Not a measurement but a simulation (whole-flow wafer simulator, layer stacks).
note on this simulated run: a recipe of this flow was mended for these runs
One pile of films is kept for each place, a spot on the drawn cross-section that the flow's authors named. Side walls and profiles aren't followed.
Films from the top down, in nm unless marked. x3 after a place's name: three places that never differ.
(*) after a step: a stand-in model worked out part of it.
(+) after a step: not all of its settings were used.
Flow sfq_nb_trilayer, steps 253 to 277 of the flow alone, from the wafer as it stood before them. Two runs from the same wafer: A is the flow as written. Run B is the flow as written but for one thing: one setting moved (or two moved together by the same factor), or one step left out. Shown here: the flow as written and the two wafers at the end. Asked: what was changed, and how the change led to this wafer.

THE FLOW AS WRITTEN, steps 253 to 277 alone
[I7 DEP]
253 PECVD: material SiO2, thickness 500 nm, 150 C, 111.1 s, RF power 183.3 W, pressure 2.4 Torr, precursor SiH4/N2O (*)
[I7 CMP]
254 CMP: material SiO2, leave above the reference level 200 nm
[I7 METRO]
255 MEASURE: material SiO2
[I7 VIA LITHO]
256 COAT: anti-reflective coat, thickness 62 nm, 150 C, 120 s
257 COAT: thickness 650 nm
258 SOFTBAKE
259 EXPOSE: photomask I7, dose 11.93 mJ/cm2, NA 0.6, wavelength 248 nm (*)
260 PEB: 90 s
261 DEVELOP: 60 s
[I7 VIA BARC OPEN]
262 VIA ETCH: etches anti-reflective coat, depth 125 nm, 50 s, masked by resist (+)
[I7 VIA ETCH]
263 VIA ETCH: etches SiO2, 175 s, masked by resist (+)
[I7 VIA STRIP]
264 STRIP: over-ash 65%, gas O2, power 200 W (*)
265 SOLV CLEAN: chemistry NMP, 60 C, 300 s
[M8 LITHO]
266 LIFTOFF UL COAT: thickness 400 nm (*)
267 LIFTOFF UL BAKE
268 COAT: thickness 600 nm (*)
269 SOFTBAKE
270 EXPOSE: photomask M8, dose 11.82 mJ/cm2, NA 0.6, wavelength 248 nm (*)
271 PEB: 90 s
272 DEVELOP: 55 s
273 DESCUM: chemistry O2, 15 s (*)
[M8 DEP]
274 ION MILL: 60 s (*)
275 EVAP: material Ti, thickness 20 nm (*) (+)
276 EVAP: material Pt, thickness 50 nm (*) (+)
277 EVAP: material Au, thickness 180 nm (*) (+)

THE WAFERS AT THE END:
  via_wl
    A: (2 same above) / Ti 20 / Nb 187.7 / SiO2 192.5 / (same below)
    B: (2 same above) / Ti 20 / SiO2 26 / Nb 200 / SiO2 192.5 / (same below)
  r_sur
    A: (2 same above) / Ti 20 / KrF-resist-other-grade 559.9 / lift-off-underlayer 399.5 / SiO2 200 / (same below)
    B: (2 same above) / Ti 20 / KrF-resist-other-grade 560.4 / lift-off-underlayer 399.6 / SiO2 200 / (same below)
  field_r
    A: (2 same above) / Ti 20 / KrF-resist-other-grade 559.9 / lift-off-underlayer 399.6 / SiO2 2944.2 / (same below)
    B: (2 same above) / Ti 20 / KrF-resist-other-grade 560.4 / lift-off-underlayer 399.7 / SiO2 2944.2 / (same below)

The cause: step 263, VIA ETCH: 112 s was run, where the flow has 175 s.

How the change led to this, step by step:
  263 VIA ETCH: etches SiO2, 175 s, masked by resist (+)
      via_wl, via_w, via_wr: A SiO2 -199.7 (all of it), Nb -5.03 | B SiO2 -166.4
      field_l, v_sur, via_sp and 100 more: A KrF-resist-other-grade -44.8 | B KrF-resist-other-grade -28.7
  264 STRIP: over-ash 65%, gas O2, power 200 W (*)
      field_l, v_sur, via_sp and 100 more: A KrF-resist-other-grade -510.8 (all of it), anti-reflective coat -62 (all of it) | B KrF-resist-other-grade -527 (all of it), anti-reflective coat -62 (all of it)
  266 LIFTOFF UL COAT: thickness 400 nm (*)
      via_wl, via_wr: A lift-off-underlayer +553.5 (new film) | B lift-off-underlayer +524.8 (new film)
      via_w: A lift-off-underlayer +539.8 (new film) | B lift-off-underlayer +513.7 (new film)
  272 DEVELOP: 55 s
      via_wl: A KrF-resist-other-grade -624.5 (all of it), lift-off-underlayer -553.5 (all of it) | B KrF-resist-other-grade -619.7 (all of it), lift-off-underlayer -524.8 (all of it)
      via_w: A KrF-resist-other-grade -636.4 (all of it), lift-off-underlayer -539.8 (all of it) | B KrF-resist-other-grade -629.3 (all of it), lift-off-underlayer -513.7 (all of it)
      (and at 1 more place)
  274 ION MILL: 60 s (*)
      via_wl, via_w, via_wr: A Nb -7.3 | B SiO2 -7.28
Counting metal films that touch as one body, via_wl has 8 bodies (between them, from the top down: SiO2 26; SiO2 192.5; SiO2 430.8 / Al2O3 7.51 / Nb2O5 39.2; SiO2 192.5; SiO2 192.5; SiO2 192.5; SiO2 192.5); the flow as written gives 7 bodies (between them, from the top down: SiO2 192.5; SiO2 430.8 / Al2O3 7.51 / Nb2O5 39.2; SiO2 192.5; SiO2 192.5; SiO2 192.5; SiO2 192.5).
